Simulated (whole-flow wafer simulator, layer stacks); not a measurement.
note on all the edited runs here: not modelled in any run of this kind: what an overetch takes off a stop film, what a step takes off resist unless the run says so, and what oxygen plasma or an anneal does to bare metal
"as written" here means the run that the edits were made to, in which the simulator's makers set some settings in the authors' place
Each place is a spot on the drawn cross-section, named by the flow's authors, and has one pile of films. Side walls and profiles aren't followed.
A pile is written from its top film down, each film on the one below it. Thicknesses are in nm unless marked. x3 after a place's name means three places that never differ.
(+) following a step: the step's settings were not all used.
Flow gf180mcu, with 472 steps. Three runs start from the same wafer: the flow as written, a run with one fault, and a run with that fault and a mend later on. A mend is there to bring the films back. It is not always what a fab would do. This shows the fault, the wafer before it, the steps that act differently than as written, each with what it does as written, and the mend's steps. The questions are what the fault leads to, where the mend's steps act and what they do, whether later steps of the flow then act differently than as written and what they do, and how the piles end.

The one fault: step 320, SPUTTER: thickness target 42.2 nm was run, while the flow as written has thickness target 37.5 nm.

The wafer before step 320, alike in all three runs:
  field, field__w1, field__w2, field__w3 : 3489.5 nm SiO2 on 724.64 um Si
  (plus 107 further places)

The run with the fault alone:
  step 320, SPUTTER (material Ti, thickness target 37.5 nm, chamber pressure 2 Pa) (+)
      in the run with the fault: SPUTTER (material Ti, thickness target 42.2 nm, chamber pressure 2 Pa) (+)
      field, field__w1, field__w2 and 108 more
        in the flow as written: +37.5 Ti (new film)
        in the run with the fault: +42.2 Ti (new film)
  Steps later in the flow that act otherwise than as written (not shown: 1 more step that differs only slightly, by at most 2% or 0.5 nm, whichever is larger):
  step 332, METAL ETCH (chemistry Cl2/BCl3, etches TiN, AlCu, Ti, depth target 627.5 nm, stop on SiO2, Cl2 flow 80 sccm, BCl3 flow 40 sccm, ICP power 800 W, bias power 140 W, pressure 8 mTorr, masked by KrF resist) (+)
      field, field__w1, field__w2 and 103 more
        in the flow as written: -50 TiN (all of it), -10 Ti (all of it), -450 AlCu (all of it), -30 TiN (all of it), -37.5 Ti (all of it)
        in the run with the fault: -50 TiN (all of it), -10 Ti (all of it), -450 AlCu (all of it), -30 TiN (all of it), -42.2 Ti (all of it)
  By the end, the piles at field__w8, contact, m1, m1__w1, m1_nw depart from the flow's by more than 2% or 0.5 nm, whichever is larger.
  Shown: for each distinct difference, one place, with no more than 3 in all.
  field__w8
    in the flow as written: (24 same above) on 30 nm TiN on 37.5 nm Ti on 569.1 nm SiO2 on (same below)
    in the run with the fault: (24 same above) on 30 nm TiN on 42.2 nm Ti on 569.1 nm SiO2 on (same below)
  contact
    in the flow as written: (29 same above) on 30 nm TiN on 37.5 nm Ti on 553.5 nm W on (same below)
    in the run with the fault: (29 same above) on 30 nm TiN on 42.2 nm Ti on 553.5 nm W on (same below)

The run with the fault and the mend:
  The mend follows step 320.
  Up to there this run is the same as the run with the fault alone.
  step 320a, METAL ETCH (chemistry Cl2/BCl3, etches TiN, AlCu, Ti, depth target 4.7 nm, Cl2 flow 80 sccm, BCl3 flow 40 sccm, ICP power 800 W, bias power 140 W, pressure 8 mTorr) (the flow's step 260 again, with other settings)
      field, field__w1, field__w2 and 108 more
        -4.7 Ti
  Later steps of the flow that are run all act as written at every place that is followed.
  At every place that both follow, the piles at the end match the flow's.
